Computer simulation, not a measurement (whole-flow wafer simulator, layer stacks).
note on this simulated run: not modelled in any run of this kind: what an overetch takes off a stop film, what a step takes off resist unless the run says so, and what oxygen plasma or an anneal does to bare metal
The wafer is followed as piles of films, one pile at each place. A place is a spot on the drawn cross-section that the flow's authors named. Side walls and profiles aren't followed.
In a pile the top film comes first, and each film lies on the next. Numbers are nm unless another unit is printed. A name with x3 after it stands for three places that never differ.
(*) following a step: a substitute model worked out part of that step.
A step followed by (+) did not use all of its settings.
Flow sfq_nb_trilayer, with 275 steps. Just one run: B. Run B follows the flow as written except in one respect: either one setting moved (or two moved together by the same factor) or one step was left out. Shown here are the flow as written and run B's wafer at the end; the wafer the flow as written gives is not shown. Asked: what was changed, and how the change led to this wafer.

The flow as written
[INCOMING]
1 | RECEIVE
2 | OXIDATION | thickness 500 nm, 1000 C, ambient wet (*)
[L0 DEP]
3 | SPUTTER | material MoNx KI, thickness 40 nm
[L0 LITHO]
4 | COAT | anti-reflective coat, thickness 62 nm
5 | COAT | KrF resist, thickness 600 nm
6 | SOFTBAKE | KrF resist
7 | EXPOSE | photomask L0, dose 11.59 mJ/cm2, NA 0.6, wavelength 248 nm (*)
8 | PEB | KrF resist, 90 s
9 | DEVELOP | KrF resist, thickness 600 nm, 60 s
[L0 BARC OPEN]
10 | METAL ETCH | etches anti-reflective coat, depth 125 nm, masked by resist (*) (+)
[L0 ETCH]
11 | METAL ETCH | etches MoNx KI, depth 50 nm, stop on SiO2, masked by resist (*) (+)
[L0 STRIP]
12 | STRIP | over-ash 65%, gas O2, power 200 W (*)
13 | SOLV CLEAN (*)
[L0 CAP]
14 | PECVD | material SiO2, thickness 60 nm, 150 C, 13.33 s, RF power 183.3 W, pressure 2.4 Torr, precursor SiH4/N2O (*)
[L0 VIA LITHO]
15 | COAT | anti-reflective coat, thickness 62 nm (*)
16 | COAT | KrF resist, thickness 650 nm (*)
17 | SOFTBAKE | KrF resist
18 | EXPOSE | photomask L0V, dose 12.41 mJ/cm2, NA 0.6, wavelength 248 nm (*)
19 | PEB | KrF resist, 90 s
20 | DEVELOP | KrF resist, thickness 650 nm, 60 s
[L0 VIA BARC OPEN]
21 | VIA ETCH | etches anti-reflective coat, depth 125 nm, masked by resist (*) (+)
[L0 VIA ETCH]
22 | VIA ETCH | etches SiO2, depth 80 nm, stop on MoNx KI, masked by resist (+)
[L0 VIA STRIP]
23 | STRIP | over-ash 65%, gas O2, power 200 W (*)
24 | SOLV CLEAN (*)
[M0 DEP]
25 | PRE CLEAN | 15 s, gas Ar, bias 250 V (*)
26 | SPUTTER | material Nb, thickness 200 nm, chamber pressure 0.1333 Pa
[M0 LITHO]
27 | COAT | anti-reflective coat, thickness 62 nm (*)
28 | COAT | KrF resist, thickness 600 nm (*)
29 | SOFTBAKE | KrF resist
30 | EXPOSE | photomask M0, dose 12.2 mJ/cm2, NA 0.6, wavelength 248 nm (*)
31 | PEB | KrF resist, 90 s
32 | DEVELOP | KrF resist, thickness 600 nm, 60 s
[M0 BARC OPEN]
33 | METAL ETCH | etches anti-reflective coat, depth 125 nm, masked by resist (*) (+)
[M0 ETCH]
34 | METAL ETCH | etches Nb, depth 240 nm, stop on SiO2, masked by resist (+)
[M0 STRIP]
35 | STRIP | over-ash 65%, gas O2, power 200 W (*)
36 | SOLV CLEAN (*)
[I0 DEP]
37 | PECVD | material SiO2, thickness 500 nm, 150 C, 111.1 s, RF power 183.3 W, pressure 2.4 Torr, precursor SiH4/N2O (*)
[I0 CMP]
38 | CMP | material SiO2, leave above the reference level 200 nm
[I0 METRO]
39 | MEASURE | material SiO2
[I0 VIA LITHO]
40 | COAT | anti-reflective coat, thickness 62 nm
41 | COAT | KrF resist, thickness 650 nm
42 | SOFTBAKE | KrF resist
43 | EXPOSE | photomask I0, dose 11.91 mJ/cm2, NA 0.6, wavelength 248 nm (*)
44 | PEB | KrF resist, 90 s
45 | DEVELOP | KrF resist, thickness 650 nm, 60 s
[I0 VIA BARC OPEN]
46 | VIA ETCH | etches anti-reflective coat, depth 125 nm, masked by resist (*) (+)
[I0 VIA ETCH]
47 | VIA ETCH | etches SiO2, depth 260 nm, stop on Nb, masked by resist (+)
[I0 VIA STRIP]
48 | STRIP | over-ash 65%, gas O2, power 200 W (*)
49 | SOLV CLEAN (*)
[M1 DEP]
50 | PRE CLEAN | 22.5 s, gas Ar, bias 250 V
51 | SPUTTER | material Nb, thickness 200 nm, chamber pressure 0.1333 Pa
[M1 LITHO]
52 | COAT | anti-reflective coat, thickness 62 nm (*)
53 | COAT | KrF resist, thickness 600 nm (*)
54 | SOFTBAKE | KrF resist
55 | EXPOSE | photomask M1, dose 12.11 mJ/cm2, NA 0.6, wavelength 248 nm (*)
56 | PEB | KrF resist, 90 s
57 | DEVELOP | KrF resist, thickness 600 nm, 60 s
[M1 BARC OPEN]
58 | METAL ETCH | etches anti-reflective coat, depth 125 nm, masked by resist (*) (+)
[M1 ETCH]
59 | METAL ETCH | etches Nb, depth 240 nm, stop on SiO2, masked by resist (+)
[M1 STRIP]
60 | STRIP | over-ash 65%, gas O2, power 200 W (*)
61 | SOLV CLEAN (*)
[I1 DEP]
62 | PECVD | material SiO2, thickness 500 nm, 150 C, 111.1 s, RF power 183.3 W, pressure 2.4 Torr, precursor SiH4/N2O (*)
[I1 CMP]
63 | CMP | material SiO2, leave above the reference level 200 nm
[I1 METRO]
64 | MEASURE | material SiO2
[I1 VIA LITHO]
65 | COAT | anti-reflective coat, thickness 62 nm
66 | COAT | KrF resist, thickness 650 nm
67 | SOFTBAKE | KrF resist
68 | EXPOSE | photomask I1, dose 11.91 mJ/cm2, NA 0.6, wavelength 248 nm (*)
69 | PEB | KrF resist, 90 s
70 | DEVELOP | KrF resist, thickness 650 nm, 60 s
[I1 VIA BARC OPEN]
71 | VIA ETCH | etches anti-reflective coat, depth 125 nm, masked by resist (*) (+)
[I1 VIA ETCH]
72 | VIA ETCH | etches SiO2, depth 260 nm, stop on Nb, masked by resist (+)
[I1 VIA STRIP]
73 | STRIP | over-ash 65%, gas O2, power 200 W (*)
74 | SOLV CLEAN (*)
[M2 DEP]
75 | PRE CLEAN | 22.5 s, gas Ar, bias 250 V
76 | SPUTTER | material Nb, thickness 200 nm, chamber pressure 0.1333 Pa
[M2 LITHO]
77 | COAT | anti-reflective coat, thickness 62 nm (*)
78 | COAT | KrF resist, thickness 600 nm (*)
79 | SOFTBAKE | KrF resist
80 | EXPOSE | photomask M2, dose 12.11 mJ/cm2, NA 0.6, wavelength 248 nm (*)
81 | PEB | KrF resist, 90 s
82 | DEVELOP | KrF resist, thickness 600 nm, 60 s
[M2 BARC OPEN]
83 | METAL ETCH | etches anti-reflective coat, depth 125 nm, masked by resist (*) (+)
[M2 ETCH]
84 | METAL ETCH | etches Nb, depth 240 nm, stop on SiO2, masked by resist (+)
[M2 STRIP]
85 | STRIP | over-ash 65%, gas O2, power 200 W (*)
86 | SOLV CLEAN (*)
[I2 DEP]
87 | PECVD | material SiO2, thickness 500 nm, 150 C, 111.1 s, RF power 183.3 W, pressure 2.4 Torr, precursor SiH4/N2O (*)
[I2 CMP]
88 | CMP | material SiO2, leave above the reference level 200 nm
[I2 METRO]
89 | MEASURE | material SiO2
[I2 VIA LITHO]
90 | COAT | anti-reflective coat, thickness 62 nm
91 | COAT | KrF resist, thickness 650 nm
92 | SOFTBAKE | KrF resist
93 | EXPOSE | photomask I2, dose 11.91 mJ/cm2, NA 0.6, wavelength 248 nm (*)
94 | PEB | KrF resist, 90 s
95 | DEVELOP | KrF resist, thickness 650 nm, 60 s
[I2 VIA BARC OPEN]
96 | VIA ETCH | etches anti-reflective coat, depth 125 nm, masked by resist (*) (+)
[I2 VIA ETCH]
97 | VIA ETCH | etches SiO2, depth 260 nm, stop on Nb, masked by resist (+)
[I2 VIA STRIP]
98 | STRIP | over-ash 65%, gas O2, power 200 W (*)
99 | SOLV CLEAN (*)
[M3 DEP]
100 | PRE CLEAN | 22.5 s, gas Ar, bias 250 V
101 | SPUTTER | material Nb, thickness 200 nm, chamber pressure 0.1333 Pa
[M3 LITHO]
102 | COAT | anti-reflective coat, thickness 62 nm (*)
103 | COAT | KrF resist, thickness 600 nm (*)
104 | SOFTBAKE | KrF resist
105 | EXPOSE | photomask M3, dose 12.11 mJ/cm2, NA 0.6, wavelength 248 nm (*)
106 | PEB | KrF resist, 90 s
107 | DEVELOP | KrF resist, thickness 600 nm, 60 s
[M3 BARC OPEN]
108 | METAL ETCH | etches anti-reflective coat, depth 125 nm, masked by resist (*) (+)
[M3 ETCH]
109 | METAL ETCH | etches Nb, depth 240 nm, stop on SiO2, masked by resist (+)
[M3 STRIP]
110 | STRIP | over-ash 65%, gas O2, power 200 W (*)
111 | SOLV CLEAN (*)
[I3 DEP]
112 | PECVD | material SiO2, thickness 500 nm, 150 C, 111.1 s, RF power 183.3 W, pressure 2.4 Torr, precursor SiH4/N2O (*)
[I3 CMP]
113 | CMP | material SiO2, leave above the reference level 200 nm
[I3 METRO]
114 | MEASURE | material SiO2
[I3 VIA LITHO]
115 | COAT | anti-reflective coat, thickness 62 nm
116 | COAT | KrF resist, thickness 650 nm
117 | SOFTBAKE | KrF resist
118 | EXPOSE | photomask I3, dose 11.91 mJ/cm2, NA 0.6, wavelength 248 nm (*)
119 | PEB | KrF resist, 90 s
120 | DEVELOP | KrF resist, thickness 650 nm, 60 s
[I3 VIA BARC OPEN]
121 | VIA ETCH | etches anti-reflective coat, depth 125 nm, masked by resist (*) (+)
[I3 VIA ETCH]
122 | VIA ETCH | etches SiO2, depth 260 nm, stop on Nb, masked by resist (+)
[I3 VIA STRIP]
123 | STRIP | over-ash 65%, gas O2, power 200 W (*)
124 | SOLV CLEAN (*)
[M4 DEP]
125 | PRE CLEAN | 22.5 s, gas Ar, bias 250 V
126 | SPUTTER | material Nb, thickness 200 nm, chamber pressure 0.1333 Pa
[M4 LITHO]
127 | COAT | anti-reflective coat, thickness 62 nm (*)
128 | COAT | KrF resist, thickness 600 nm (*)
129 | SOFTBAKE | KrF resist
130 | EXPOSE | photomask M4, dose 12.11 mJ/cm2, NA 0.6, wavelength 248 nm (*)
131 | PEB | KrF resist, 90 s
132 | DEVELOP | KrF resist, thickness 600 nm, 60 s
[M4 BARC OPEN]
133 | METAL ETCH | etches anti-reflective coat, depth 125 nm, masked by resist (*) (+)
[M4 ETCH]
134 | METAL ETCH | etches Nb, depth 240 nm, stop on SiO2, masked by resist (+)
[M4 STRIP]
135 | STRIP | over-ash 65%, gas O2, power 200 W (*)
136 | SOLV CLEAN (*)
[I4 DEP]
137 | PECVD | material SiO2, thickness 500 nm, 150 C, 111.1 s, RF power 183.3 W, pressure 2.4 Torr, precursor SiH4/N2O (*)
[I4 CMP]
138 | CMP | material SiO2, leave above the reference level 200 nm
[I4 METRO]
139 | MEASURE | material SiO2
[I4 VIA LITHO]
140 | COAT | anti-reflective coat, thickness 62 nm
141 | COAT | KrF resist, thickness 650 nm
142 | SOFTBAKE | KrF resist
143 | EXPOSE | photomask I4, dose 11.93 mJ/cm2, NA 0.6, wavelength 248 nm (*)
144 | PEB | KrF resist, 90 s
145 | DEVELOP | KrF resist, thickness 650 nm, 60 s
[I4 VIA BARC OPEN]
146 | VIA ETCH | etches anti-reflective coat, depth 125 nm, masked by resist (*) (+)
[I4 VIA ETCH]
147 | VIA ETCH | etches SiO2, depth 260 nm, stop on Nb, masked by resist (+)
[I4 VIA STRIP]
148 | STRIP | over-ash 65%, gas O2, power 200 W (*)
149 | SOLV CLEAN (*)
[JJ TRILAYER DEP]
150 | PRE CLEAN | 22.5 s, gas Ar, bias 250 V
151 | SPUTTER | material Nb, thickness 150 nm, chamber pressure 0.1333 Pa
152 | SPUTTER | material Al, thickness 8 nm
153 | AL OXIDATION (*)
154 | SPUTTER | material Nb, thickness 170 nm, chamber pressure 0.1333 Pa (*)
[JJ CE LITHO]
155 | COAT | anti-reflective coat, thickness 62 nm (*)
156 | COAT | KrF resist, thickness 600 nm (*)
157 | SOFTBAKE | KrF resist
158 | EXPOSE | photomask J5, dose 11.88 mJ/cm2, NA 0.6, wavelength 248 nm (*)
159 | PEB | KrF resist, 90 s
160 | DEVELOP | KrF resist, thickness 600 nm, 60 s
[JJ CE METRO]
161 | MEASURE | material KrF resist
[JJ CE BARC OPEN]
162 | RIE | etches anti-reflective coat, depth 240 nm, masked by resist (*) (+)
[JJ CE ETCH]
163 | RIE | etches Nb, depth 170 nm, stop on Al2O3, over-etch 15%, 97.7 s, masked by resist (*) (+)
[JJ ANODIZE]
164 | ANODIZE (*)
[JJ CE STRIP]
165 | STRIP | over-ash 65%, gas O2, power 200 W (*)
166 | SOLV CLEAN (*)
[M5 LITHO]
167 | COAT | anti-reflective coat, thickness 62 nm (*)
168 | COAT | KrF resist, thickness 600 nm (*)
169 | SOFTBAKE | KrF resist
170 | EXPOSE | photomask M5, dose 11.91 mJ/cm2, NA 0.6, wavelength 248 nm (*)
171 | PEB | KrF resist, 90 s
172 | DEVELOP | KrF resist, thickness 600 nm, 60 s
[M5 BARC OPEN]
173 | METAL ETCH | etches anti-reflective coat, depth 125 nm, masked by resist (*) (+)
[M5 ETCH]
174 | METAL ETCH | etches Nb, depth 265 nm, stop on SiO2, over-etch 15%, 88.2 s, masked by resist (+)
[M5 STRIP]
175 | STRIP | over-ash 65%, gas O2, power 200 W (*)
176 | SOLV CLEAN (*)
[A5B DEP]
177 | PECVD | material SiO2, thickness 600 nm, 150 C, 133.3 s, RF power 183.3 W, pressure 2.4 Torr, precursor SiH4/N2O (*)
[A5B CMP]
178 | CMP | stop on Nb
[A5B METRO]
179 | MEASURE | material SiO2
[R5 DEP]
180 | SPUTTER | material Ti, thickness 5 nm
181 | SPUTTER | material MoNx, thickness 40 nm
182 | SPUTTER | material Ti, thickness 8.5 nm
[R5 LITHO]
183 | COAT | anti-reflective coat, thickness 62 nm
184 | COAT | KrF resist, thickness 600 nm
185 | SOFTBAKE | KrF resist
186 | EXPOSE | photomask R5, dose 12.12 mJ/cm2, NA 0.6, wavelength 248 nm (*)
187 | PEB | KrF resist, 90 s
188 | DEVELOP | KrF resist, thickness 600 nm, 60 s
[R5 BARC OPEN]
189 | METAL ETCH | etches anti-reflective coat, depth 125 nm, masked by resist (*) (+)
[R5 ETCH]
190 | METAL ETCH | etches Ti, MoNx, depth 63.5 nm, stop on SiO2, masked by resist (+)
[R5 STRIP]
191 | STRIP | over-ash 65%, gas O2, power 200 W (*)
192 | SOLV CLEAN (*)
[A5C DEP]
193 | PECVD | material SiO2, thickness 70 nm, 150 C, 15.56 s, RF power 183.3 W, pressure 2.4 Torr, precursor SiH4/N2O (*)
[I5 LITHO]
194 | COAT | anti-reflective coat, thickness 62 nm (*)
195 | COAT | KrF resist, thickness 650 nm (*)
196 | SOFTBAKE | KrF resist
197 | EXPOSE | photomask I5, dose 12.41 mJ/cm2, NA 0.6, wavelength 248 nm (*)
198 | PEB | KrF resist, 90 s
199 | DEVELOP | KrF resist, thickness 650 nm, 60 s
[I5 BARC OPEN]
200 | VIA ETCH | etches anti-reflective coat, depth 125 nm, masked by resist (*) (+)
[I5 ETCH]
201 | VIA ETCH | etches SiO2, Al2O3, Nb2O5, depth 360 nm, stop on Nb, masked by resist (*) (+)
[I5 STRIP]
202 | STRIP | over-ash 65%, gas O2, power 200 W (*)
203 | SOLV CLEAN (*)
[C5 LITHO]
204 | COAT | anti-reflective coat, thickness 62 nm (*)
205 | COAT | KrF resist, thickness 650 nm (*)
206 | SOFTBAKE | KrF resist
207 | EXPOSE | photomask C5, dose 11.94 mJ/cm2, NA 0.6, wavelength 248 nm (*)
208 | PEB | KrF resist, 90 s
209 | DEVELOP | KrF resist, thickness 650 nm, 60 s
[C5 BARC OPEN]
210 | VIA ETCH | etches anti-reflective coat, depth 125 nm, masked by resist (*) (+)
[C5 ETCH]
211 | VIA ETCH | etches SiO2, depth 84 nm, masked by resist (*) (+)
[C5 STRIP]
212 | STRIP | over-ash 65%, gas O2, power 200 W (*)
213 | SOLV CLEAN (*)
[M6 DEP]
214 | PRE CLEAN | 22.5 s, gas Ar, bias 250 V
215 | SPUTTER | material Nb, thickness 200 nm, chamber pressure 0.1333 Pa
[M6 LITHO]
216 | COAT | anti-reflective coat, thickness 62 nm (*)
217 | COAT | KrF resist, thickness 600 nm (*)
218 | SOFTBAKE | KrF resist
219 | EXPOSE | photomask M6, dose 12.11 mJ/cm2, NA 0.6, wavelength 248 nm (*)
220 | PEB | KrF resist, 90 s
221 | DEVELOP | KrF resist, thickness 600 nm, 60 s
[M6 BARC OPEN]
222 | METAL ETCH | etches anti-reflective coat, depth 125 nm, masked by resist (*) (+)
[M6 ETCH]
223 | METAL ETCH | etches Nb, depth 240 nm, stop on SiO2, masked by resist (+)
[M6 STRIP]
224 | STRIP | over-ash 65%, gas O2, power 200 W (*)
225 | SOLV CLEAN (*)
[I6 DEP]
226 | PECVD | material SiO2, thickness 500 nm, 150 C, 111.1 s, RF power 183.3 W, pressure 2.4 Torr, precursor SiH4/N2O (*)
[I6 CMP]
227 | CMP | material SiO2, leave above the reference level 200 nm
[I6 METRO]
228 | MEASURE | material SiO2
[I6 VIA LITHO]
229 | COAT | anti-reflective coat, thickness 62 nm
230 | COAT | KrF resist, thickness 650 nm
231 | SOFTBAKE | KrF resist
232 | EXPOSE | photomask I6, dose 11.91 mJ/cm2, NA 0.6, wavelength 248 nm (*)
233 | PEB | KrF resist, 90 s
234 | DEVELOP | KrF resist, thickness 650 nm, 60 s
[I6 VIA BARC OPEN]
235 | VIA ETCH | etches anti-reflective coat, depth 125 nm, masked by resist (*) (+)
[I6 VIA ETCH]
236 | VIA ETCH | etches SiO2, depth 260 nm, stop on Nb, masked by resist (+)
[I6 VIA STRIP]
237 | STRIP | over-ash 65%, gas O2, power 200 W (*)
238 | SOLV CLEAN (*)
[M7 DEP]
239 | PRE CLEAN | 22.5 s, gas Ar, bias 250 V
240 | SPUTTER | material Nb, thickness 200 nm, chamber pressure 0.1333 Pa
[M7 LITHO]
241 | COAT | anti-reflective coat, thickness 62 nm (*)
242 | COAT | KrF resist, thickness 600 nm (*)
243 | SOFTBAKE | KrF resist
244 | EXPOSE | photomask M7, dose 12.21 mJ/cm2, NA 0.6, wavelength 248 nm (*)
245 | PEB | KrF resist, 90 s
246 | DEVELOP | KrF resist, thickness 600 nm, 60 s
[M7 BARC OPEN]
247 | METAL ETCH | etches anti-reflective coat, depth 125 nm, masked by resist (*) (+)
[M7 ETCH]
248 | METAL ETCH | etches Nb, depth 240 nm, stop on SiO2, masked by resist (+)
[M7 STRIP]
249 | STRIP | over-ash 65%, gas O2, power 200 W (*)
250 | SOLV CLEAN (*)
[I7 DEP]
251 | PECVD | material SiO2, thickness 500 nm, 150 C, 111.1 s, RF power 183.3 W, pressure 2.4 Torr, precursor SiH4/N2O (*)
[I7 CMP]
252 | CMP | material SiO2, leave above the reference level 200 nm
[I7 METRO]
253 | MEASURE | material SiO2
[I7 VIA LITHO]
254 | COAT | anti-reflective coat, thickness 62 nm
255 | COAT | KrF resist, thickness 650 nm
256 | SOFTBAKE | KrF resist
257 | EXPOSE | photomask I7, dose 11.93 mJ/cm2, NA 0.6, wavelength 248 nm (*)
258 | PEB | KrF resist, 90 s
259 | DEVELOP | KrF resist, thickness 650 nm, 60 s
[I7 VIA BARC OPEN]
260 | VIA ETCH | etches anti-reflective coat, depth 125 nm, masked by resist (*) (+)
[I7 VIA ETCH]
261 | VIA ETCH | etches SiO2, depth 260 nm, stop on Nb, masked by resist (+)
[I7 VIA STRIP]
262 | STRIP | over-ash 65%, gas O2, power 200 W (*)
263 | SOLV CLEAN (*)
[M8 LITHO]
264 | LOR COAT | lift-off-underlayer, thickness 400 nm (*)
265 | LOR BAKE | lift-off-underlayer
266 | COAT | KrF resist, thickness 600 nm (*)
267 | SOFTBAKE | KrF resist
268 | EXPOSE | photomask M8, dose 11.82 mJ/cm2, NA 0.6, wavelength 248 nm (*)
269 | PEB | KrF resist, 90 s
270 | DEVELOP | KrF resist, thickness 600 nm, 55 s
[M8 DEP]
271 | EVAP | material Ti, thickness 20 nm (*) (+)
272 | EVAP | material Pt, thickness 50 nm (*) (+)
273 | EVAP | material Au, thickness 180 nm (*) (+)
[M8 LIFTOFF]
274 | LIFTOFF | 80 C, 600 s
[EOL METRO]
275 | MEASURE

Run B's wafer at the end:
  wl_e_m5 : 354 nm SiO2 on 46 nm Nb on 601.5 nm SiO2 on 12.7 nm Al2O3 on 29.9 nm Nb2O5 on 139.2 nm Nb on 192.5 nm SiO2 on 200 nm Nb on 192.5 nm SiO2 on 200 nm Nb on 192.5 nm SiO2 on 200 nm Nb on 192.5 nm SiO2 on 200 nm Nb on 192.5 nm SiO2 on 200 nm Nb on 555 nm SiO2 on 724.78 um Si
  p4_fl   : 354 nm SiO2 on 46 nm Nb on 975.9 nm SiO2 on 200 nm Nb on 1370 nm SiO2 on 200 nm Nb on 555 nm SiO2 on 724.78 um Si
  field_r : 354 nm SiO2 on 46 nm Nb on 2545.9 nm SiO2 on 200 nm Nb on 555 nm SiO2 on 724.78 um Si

Cause: step 248, METAL ETCH: depth 154 nm was run, though the flow has depth 240 nm.

How this came from the change, step by step:
  248 | METAL ETCH | etches Nb, depth 240 nm, stop on SiO2, masked by resist (+)
      field_l, field_r, lsp_l and 62 more: -154 Nb (in the flow as written it would be: -200 Nb (all of it))
      v_sur, via_wl, via_w and 38 more: -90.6 KrF resist (in the flow as written it would be: -141.2 KrF resist)
  249 | STRIP | over-ash 65%, gas O2, power 200 W (*)
      wl_j_sl, wl_jj, wl_j_sr and 14 more: -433 KrF resist (all of it), -62 anti-reflective coat (all of it) (in the flow as written it would be: -382.4 KrF resist (all of it), -62 anti-reflective coat (all of it))
      ln_m5, lsp_m, ln_m6, lsp_r: -432.5 KrF resist (all of it), -61.8 anti-reflective coat (all of it) (in the flow as written it would be: -381.9 KrF resist (all of it), -61.8 anti-reflective coat (all of it))
      (also at 20 further places)
  251 | PECVD | material SiO2, thickness 500 nm, 150 C, 111.1 s, RF power 183.3 W, pressure 2.4 Torr, precursor SiH4/N2O (*)
      field_l, p4_fl, p4_fm and 56 more: +500 SiO2 (new film) (in the flow as written it would be: +500 SiO2)
      field_r, lsp_l: +482.8 SiO2 (new film) (in the flow as written it would be: +477.7 SiO2)
      (also at 4 further places)
  252 | CMP | material SiO2, leave above the reference level 200 nm
      field_l, p4_fl, p4_fm and 56 more: -146 SiO2 (in the flow as written it would be: -100 SiO2)
      field_r, lsp_l: -128.8 SiO2 (in the flow as written it would be: -77.7 SiO2)
      (also at 2 further places)
Taking metal films that touch as one body, wl_e_m5 has 7 bodies (between them, from the top down: SiO2 601.5 / Al2O3 12.7 / Nb2O5 29.9; SiO2 192.5; SiO2 192.5; SiO2 192.5; SiO2 192.5; SiO2 192.5); the flow as written gives 6 bodies (between them, from the top down: SiO2 192.5; SiO2 192.5; SiO2 192.5; SiO2 192.5; SiO2 192.5).
Taking metal films that touch as one body, p4_fl has 3 bodies (between them, from the top down: SiO2 975.9; SiO2 1370); the flow as written gives 2 bodies (between them, from the top down: SiO2 1370).
Taking metal films that touch as one body, field_r has 2 bodies (between them, from the top down: SiO2 2545.9); the flow as written gives 1 body.
